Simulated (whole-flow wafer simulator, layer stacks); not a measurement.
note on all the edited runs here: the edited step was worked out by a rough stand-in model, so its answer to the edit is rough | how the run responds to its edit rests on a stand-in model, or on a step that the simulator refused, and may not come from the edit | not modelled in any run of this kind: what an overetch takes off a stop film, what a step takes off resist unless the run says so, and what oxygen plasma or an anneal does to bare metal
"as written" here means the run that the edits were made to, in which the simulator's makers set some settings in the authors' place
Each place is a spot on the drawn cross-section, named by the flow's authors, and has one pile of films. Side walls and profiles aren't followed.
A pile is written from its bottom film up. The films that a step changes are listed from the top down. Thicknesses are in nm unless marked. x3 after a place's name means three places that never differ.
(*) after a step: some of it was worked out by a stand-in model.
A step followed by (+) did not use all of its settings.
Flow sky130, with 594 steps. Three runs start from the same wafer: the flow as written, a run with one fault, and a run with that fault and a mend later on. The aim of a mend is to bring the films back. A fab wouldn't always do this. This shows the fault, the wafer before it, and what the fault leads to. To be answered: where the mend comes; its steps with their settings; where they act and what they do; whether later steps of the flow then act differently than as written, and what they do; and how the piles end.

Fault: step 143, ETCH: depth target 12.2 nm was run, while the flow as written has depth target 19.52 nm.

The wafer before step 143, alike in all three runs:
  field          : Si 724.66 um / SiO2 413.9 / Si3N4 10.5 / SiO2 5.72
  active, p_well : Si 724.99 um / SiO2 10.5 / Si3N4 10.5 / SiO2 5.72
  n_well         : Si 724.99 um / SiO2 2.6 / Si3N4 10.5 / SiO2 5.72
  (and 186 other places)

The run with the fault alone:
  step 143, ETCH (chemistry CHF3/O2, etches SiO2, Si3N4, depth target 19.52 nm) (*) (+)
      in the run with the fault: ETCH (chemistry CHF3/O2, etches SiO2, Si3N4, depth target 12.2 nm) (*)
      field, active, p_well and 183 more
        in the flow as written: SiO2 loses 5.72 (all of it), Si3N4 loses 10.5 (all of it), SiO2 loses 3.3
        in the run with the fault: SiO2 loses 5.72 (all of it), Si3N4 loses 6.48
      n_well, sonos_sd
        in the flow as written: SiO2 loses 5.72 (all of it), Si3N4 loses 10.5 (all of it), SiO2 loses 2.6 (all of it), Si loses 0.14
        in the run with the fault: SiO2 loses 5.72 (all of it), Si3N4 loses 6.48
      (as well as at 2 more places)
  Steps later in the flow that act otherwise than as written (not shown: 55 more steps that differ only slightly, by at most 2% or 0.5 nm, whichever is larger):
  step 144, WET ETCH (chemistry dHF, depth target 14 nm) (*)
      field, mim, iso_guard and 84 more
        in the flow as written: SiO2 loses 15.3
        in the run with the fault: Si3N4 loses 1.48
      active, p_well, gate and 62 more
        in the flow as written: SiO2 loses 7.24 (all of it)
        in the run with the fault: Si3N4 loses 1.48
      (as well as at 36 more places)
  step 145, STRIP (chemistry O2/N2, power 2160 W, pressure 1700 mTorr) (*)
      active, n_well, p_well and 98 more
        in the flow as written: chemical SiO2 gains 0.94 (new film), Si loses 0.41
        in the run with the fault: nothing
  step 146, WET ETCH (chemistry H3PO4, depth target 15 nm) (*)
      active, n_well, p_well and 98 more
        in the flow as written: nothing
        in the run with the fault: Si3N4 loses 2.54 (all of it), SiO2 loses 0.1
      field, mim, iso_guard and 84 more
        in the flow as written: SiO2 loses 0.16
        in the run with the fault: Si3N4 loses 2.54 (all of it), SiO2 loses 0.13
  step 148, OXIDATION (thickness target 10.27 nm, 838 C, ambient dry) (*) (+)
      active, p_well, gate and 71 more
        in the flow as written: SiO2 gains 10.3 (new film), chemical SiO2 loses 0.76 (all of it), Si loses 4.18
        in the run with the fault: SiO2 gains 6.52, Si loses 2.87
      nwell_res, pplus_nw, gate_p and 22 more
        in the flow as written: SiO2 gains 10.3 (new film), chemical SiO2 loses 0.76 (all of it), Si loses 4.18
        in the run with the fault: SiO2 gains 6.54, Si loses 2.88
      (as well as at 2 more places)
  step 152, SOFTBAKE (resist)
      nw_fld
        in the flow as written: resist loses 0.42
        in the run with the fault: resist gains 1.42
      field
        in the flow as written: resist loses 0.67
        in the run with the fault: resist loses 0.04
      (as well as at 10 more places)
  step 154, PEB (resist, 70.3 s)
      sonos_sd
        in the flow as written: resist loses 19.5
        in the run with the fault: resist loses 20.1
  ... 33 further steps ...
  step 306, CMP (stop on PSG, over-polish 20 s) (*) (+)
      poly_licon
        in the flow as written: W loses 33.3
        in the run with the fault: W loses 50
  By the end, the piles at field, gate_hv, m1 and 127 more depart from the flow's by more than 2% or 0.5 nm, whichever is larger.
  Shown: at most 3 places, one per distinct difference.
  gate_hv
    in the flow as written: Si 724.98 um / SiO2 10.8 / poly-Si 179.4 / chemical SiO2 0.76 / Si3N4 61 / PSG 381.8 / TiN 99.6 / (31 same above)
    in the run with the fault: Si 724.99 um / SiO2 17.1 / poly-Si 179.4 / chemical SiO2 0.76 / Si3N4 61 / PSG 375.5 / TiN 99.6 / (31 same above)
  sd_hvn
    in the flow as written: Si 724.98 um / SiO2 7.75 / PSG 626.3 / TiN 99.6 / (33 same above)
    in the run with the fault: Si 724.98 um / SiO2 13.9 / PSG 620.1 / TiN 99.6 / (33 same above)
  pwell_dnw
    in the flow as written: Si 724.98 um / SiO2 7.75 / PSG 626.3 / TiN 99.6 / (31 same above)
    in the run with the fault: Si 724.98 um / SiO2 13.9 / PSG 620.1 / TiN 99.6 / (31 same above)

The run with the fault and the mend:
  The mend follows step 143.
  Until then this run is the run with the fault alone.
  step 143a, ETCH (chemistry CHF3/O2, etches SiO2, Si3N4, depth target 7.32 nm) (*) (+) (the flow's step 143 again, with other settings)
      field, active, p_well and 183 more
        Si3N4 loses 4.02 (all of it), SiO2 loses 3.3
      n_well, sonos_sd
        Si3N4 loses 4.02 (all of it), SiO2 loses 2.6 (all of it), Si loses 0.14
      sonos_cell, sonos_cell_x
        resist loses 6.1
  Later steps of the flow that are run all act as written at every place that is followed, up to a difference of at most 2% or 0.5 nm, whichever is larger.
  By the end, the piles equal the flow's at every place that both follow.
